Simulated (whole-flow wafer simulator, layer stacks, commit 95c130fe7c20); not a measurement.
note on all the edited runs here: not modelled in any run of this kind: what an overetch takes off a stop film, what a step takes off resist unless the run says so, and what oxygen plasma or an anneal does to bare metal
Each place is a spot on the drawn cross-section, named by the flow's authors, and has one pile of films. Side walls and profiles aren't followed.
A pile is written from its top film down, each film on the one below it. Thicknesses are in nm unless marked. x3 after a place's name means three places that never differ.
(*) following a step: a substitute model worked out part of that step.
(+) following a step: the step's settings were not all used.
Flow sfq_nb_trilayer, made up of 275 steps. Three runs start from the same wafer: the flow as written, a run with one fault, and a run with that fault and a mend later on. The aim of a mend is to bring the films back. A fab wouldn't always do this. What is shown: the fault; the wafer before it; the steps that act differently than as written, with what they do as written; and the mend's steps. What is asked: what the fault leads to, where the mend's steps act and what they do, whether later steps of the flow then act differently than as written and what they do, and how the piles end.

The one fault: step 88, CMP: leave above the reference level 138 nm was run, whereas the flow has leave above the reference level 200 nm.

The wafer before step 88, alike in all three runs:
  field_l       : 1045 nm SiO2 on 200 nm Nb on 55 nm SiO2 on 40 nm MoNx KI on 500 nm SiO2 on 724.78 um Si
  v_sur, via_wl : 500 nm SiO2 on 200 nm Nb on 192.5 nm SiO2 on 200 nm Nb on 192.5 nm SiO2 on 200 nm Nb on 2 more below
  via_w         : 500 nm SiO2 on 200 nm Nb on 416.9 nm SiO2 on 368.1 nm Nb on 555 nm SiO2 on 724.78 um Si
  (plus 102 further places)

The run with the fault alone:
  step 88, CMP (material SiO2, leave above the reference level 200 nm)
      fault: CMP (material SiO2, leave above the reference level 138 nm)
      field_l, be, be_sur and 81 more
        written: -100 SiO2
        fault: -162 SiO2
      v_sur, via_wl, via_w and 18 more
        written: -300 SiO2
        fault: -362 SiO2
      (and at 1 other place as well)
  Steps further on in the flow that do not act as written (not shown: 4 more steps that differ only slightly, by at most 2% or 0.5 nm, whichever is larger):
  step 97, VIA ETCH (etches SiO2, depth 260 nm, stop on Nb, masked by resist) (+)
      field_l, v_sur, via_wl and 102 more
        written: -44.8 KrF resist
        fault: -35.6 KrF resist
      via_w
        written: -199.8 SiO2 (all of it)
        fault: -137.8 SiO2 (all of it)
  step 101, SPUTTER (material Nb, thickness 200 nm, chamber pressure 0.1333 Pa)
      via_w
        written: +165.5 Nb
        fault: +179.2 Nb
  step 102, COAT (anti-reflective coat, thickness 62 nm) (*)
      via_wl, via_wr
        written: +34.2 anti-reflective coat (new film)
        fault: +35.4 anti-reflective coat (new film)
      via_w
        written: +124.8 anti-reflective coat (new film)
        fault: +110.2 anti-reflective coat (new film)
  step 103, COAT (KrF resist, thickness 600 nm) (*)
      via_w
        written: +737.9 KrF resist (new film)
        fault: +686.7 KrF resist (new film)
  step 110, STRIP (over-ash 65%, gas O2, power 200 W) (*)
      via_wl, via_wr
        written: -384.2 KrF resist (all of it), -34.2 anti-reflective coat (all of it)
        fault: -390.6 KrF resist (all of it), -35.4 anti-reflective coat (all of it)
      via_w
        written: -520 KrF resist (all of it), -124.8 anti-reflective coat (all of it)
        fault: -468.9 KrF resist (all of it), -110.2 anti-reflective coat (all of it)
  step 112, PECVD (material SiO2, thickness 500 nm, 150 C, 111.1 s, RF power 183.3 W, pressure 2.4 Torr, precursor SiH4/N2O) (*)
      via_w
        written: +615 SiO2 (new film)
        fault: +514.8 SiO2 (new film)
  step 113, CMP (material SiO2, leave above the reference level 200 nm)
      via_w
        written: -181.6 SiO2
        fault: -157.1 SiO2
  By the end, the piles at field_l, v_sur, via_wl and 102 more depart from the flow's by more than 2% or 0.5 nm, whichever is larger.
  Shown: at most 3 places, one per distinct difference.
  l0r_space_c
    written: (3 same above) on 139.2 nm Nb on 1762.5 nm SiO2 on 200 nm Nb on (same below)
    fault: (3 same above) on 139.2 nm Nb on 1700.5 nm SiO2 on 200 nm Nb on (same below)
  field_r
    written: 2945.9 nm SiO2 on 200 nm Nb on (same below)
    fault: 2883.9 nm SiO2 on 200 nm Nb on (same below)
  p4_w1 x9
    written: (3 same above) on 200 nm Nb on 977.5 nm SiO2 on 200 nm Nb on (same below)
    fault: (3 same above) on 200 nm Nb on 915.5 nm SiO2 on 200 nm Nb on (same below)

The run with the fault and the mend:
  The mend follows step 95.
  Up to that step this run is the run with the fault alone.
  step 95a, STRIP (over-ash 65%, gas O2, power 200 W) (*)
      field_l, v_sur, via_wl and 102 more
        -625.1 KrF resist (all of it), -62 anti-reflective coat (all of it)
      via_w
        -62 anti-reflective coat (all of it)
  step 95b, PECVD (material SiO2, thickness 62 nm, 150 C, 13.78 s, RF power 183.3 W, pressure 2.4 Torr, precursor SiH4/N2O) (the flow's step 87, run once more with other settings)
      field_l, v_sur, via_wl and 103 more
        +62 SiO2
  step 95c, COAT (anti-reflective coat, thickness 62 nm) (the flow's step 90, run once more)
      field_l, v_sur, via_wl and 103 more
        +62 anti-reflective coat (new film)
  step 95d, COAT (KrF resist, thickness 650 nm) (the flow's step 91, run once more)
      field_l, v_sur, via_wl and 103 more
        +650 KrF resist (new film)
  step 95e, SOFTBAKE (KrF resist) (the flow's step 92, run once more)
      alters no film at any place that is followed
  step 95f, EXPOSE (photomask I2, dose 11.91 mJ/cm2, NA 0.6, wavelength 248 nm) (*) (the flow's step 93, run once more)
      alters no film at any place that is followed
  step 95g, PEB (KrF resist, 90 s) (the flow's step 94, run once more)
      field_l, v_sur, via_wl and 103 more
        -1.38 KrF resist
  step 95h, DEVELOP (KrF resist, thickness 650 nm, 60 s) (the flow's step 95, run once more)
      field_l, v_sur, via_wl and 102 more
        -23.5 KrF resist
      via_w
        -648.6 KrF resist (all of it)
  None of the later steps of the flow acts differently than as written at any place that is followed.
  At every place that both follow, the piles at the end match the flow's.
